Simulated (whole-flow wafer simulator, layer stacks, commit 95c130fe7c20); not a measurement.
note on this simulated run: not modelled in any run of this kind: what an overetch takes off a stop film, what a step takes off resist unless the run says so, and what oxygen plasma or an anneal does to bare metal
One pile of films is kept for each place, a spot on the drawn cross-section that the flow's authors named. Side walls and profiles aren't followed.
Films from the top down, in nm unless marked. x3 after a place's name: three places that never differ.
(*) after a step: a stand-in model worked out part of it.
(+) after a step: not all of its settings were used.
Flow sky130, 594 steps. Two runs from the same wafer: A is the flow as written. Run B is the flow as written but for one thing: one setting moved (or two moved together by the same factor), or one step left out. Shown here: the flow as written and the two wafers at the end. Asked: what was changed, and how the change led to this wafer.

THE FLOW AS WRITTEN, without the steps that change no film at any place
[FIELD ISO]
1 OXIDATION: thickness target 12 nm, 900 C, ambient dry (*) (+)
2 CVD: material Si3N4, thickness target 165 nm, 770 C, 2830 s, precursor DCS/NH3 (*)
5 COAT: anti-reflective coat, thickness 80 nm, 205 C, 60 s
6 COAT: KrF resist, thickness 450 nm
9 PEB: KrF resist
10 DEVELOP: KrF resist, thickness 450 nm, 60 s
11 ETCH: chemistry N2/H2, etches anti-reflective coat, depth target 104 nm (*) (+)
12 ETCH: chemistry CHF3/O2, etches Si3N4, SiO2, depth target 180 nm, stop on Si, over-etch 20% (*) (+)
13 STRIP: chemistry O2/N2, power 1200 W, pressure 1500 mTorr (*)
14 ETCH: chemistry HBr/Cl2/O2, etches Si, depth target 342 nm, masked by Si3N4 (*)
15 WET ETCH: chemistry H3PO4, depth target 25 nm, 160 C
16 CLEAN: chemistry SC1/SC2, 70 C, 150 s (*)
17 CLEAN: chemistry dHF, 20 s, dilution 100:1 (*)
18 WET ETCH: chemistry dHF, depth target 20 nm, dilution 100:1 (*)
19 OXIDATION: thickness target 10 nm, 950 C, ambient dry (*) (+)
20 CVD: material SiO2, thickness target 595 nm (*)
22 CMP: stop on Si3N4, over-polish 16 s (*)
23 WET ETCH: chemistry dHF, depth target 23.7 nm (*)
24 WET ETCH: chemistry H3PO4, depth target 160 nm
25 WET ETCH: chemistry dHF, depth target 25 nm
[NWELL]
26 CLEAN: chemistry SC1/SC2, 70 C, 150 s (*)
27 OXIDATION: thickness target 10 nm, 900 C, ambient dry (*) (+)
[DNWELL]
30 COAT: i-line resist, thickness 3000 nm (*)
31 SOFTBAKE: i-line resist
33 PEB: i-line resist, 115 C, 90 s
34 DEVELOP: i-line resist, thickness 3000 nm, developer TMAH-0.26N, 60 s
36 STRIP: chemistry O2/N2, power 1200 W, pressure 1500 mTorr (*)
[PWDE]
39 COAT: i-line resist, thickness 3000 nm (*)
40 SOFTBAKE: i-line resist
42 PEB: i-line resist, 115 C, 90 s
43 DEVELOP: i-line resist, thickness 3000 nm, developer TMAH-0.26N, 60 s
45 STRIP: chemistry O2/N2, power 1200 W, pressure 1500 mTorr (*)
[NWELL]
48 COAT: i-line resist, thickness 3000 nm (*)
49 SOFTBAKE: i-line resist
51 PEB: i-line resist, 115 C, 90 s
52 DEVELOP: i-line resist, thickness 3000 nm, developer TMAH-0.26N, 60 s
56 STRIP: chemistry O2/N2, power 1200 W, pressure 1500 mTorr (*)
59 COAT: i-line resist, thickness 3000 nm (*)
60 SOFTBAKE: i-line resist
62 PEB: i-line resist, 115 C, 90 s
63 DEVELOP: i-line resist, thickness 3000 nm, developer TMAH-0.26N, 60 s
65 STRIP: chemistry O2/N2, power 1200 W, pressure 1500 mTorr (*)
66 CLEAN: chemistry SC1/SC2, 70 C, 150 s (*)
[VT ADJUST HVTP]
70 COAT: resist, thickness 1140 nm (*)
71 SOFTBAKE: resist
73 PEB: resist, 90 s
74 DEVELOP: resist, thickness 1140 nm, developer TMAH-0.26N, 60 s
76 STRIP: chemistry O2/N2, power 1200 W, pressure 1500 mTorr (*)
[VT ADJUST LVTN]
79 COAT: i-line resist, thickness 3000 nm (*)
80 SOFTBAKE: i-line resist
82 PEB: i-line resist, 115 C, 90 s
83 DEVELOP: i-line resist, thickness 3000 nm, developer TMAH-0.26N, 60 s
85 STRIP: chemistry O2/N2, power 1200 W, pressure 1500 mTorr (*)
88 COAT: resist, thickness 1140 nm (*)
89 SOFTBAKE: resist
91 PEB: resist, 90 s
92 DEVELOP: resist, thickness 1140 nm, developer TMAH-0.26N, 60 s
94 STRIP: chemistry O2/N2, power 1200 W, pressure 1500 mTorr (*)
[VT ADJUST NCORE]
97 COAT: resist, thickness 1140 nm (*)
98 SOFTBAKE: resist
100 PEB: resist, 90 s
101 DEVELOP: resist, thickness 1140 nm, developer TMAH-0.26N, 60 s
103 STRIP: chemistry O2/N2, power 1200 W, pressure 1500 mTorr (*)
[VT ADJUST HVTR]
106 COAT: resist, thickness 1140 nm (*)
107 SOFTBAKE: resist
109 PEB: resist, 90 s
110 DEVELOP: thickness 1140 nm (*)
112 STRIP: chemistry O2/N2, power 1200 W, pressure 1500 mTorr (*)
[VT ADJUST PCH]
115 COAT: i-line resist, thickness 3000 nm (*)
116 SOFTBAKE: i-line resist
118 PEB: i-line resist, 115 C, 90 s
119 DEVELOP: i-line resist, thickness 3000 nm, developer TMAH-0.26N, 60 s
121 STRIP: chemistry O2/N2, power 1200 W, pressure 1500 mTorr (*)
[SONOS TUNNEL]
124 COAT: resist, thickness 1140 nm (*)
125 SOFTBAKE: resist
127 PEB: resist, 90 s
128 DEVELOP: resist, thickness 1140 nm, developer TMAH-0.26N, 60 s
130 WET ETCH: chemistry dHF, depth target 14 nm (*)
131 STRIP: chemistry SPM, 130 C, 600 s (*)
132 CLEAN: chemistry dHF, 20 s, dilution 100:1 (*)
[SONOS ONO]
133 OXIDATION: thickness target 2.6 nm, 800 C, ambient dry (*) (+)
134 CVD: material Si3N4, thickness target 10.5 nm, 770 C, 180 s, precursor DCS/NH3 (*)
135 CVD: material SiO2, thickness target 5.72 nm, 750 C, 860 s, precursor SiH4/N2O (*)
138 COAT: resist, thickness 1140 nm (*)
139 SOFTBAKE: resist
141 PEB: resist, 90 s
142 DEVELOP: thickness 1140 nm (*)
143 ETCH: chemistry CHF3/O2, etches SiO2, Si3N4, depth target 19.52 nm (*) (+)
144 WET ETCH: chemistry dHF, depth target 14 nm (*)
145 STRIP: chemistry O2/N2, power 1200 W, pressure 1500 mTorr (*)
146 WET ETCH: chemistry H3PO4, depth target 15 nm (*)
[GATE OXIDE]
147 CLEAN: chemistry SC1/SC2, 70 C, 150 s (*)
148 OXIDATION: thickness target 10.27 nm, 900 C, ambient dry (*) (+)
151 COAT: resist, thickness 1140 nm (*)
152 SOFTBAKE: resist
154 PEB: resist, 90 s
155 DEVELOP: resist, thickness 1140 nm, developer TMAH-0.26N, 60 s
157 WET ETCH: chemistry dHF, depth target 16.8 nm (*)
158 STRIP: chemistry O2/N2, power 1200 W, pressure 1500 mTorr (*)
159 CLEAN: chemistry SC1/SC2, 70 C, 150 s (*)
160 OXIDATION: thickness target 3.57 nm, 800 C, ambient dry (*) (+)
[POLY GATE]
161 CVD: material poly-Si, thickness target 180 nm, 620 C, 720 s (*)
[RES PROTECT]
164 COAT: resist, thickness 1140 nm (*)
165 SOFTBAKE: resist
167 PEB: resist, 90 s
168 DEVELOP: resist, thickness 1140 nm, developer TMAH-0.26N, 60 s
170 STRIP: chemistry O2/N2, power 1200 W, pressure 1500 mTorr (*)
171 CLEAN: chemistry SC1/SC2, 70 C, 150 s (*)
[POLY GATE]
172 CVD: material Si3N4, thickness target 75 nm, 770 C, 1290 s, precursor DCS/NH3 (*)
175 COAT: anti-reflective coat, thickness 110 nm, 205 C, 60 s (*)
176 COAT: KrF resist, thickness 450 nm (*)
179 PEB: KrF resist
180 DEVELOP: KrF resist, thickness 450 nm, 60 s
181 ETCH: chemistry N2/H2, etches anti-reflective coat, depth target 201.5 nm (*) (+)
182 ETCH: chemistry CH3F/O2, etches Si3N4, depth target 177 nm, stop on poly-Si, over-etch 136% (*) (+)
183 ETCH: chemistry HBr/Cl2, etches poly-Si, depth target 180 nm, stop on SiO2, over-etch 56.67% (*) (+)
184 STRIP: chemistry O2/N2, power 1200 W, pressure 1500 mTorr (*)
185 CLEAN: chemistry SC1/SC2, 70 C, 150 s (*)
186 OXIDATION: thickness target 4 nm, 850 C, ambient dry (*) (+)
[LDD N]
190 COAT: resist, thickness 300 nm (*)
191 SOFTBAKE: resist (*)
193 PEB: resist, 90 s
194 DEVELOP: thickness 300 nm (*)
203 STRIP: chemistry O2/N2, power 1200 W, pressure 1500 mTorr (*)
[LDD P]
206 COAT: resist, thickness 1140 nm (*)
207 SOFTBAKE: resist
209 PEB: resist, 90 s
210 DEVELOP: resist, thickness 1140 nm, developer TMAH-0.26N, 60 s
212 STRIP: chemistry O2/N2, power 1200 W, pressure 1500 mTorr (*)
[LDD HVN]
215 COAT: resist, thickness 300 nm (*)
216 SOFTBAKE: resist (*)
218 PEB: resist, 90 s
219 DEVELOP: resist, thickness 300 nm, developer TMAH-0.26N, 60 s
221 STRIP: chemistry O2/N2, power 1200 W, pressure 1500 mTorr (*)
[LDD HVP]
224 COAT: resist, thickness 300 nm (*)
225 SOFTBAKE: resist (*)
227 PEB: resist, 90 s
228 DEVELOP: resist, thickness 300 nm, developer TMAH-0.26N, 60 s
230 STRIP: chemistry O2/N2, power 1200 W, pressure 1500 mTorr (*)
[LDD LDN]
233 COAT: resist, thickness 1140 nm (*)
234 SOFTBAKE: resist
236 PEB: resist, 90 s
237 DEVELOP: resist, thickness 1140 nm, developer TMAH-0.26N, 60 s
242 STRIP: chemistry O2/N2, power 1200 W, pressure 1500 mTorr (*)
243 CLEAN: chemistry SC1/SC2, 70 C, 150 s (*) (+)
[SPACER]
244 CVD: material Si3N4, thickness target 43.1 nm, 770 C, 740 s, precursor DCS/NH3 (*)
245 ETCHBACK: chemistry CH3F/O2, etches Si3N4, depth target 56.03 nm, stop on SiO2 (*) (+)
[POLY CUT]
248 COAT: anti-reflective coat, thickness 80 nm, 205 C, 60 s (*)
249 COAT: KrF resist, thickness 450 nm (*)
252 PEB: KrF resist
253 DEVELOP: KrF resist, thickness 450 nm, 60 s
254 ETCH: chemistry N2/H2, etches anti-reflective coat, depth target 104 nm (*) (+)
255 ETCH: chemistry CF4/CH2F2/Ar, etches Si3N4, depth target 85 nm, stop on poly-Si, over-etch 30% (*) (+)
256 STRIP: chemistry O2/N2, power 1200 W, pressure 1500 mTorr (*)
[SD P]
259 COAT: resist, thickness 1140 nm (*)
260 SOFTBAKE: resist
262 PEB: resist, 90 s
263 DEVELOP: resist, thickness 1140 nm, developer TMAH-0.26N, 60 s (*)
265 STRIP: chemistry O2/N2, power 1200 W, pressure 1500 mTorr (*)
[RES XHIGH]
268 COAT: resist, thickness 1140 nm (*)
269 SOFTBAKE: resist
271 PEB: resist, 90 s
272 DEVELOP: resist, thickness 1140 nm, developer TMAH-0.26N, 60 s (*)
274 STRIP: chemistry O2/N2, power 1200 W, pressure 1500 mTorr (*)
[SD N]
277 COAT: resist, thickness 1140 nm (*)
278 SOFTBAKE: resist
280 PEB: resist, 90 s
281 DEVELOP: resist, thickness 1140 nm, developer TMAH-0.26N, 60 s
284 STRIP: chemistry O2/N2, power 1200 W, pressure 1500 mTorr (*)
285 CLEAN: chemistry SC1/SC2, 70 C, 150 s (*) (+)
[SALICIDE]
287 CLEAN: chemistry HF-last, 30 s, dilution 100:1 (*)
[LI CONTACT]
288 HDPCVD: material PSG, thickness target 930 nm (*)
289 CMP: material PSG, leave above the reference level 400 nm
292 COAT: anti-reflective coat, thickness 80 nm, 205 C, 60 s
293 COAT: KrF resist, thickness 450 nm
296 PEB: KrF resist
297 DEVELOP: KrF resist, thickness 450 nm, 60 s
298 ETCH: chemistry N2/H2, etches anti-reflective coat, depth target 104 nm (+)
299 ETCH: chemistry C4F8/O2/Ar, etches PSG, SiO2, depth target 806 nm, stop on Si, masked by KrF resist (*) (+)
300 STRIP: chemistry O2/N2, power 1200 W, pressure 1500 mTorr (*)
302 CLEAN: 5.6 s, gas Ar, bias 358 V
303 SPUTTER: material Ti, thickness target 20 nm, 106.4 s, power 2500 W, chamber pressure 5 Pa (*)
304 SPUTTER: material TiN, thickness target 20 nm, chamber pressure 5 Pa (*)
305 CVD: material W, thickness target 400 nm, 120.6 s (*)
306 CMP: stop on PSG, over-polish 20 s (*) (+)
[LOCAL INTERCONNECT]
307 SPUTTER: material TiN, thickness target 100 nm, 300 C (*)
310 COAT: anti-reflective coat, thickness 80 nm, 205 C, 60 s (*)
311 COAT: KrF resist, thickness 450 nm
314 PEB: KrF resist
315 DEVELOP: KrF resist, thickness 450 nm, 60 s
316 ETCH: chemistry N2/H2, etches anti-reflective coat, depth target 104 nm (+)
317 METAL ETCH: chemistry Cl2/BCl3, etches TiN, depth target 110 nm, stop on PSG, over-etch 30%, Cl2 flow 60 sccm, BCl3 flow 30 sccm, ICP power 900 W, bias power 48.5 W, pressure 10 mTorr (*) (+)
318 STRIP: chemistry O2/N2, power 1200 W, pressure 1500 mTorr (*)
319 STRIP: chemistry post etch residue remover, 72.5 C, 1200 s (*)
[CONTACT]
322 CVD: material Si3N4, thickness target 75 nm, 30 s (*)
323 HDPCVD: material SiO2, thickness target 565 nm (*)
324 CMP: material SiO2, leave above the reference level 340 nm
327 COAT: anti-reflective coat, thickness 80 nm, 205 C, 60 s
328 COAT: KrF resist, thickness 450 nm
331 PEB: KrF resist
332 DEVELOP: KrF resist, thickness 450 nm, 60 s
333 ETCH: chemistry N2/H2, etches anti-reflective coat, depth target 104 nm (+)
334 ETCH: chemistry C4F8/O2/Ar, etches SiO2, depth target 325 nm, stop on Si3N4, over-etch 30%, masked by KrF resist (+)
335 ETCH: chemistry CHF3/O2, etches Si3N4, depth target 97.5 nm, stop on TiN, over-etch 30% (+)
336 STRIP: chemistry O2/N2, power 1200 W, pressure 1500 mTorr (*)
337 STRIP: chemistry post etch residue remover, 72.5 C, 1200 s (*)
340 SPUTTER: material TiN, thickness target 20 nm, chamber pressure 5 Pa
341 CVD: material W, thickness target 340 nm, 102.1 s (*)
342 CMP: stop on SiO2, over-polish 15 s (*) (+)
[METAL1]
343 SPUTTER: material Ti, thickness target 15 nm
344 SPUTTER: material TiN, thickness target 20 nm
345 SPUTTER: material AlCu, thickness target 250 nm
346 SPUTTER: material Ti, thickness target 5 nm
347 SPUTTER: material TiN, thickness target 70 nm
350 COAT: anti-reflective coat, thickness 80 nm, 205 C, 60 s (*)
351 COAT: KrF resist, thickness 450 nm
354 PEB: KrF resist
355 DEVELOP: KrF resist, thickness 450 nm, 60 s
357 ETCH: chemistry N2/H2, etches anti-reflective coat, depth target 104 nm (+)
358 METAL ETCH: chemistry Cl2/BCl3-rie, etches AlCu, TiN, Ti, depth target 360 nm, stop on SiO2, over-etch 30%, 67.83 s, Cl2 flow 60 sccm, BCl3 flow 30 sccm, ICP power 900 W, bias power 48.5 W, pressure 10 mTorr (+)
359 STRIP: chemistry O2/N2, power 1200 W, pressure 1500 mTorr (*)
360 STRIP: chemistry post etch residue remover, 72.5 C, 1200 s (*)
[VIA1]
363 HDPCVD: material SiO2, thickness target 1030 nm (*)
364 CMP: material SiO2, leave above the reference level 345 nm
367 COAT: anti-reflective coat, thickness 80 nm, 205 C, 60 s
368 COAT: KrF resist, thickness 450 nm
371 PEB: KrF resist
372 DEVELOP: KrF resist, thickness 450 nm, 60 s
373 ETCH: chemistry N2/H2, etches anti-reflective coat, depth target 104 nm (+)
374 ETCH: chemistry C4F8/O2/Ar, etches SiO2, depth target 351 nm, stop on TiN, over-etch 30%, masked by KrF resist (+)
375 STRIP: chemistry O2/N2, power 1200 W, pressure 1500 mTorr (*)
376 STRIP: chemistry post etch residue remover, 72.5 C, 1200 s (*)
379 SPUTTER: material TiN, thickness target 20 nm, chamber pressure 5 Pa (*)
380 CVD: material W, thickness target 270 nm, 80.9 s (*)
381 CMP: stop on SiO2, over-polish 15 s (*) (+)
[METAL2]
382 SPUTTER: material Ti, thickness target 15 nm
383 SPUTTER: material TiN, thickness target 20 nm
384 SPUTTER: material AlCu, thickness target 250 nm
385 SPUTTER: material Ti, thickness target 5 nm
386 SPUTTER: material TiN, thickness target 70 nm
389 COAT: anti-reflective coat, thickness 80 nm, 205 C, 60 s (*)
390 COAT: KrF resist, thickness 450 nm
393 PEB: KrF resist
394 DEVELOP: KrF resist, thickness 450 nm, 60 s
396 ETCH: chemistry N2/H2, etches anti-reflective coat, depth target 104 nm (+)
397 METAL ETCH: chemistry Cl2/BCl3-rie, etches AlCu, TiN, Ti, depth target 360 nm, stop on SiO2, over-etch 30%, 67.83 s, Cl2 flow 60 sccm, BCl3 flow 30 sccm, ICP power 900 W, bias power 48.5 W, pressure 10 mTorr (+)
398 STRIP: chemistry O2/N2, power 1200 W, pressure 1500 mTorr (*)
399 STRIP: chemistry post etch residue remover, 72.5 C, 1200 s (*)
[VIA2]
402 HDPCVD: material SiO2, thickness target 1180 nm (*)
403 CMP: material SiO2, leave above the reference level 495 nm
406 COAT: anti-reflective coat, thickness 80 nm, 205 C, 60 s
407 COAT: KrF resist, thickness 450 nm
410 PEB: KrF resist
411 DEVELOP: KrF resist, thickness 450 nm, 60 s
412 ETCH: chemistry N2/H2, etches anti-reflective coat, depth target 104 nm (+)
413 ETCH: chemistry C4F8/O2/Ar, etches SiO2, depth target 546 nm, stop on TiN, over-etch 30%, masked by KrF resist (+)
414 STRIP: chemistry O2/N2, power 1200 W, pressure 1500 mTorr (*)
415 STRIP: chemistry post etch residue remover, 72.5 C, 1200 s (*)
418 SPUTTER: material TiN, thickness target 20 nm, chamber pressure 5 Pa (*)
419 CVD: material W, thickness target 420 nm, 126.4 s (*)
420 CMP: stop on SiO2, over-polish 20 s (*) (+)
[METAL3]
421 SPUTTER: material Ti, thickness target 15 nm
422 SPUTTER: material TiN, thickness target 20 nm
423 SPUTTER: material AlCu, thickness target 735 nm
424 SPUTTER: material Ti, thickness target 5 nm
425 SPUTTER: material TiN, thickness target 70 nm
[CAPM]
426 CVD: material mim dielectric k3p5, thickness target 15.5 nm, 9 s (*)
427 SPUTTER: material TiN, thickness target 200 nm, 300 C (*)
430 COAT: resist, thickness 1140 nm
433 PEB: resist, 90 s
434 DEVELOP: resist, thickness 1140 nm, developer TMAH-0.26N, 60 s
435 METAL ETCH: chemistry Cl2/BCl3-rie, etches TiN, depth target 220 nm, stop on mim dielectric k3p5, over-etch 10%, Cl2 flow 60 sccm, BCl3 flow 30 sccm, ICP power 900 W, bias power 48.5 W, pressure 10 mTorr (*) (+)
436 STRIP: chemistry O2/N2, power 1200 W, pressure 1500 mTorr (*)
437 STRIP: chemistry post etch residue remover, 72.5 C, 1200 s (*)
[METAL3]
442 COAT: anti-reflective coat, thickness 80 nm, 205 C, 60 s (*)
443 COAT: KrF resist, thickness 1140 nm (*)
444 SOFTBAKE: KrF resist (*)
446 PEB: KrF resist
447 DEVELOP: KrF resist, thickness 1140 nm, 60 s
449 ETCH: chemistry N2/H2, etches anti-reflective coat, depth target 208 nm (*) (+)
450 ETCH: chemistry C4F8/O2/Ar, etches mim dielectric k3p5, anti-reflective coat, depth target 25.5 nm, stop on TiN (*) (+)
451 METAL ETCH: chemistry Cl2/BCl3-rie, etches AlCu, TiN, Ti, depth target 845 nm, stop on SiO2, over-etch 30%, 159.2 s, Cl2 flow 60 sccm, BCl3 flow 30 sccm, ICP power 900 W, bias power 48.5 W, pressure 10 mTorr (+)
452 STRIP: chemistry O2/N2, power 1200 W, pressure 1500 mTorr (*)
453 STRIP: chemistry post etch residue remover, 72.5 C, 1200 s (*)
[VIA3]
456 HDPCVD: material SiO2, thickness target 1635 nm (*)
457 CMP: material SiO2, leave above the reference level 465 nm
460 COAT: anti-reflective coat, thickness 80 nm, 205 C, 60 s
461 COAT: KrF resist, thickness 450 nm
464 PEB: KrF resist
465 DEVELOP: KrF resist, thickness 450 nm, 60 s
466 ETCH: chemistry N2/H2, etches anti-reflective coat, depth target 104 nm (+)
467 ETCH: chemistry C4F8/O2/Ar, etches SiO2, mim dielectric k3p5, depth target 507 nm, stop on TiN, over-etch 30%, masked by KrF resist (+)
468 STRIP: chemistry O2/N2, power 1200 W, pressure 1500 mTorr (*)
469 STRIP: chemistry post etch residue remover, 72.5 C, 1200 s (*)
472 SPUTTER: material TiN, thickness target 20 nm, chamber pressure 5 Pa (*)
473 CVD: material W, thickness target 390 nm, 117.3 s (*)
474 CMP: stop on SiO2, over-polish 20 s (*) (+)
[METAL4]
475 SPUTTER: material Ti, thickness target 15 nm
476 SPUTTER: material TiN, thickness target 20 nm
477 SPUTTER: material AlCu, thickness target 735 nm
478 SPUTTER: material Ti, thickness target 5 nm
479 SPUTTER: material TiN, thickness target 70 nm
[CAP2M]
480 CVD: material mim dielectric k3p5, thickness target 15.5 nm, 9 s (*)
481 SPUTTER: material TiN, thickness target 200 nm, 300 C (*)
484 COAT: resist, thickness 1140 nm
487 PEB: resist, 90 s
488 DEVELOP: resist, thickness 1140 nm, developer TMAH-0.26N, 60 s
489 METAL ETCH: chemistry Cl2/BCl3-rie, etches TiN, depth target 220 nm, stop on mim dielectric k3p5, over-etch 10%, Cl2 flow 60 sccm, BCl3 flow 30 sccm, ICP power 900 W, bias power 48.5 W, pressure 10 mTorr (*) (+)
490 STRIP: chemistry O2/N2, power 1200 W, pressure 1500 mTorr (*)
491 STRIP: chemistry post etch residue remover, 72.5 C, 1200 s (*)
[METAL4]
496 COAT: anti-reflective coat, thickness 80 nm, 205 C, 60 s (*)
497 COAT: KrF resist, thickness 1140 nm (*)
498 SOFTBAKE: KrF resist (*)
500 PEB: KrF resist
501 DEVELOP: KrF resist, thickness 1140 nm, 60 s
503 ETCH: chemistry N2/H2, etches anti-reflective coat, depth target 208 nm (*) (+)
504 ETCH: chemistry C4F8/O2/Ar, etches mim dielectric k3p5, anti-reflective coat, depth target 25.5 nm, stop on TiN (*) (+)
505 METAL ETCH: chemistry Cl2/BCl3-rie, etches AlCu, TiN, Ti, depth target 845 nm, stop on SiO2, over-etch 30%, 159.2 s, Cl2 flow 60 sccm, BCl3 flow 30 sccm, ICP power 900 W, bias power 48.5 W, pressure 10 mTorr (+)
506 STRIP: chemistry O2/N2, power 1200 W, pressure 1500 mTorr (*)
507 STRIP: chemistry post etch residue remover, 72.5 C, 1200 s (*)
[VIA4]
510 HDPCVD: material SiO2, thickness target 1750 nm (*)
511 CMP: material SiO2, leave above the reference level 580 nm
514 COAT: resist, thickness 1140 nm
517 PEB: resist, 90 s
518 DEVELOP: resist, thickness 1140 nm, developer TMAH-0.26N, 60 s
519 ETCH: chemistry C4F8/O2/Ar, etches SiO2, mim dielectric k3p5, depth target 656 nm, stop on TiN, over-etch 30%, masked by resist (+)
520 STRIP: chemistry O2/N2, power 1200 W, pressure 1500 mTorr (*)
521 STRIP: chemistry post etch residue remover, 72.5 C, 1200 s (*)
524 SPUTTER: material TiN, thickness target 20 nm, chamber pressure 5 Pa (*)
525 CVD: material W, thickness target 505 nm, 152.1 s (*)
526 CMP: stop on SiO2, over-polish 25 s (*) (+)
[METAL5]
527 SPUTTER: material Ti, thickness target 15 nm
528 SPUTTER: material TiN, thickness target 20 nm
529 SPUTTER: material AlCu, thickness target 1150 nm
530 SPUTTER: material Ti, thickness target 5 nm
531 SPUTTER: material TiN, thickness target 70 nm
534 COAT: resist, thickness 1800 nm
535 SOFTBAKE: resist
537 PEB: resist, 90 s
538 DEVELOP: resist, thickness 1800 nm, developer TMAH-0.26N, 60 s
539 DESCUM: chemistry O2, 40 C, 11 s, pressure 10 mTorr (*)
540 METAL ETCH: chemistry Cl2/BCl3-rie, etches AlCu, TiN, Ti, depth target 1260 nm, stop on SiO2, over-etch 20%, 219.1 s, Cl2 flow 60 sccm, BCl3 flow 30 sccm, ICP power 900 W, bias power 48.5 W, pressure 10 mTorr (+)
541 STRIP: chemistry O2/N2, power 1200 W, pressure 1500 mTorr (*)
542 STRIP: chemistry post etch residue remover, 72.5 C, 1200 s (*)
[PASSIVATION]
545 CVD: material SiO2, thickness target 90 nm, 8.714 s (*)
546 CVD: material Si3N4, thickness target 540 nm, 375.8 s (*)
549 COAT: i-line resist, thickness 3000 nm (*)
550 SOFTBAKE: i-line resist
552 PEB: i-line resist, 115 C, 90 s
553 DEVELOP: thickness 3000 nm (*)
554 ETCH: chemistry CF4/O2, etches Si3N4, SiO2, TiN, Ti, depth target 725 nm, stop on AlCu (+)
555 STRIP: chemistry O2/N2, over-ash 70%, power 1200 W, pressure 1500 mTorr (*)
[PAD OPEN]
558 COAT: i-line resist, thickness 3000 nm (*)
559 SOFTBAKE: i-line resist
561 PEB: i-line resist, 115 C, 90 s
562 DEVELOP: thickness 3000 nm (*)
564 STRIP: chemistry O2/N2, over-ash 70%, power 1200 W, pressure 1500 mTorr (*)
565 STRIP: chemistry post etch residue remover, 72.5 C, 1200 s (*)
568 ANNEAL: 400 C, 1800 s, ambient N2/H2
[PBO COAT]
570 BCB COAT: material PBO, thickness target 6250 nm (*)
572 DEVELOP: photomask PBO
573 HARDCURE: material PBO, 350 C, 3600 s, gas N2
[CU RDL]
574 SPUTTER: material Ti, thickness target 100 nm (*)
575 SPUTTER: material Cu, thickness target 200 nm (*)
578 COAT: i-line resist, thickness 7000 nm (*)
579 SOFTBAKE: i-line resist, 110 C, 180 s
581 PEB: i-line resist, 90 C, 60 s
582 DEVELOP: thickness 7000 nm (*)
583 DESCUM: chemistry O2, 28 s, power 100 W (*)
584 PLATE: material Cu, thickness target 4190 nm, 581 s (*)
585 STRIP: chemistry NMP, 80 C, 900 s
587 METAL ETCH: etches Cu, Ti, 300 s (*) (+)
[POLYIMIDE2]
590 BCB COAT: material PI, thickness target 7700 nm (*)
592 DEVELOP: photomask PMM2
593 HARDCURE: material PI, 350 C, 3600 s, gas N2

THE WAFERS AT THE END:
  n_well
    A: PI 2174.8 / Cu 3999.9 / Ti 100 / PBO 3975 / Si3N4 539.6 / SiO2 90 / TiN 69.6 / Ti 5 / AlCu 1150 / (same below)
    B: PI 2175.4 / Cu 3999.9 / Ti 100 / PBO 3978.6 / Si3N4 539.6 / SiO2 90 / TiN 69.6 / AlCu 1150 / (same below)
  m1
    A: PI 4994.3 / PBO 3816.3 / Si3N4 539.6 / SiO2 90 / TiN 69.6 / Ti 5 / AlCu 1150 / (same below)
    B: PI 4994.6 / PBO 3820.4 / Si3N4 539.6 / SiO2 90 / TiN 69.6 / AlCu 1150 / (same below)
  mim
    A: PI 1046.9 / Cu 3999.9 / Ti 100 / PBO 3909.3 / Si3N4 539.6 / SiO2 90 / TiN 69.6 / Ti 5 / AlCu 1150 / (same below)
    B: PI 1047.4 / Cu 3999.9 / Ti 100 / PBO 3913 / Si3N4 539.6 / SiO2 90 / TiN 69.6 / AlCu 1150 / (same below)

The cause: step 530, SPUTTER: material Ti, thickness target 5 nm, was left out.

How the change led to this, step by step:
  540 METAL ETCH: chemistry Cl2/BCl3-rie, etches AlCu, TiN, Ti, depth target 1260 nm, stop on SiO2, over-etch 20%, 219.1 s, Cl2 flow 60 sccm, BCl3 flow 30 sccm, ICP power 900 W, bias power 48.5 W, pressure 10 mTorr (+)
      field, active, gate and 175 more: A TiN -70 (all of it), Ti -5 (all of it), AlCu -1150 (all of it), TiN -20 (all of it), Ti -15 (all of it), SiO2 -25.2 | B TiN -70 (all of it), AlCu -1150 (all of it), TiN -20 (all of it), Ti -15 (all of it), SiO2 -25.7
  554 ETCH: chemistry CF4/O2, etches Si3N4, SiO2, TiN, Ti, depth target 725 nm, stop on AlCu (+)
      pad: A Si3N4 -540 (all of it), SiO2 -90 (all of it), TiN -69.6 (all of it), Ti -5 (all of it) | B Si3N4 -540 (all of it), SiO2 -90 (all of it), TiN -69.6 (all of it)
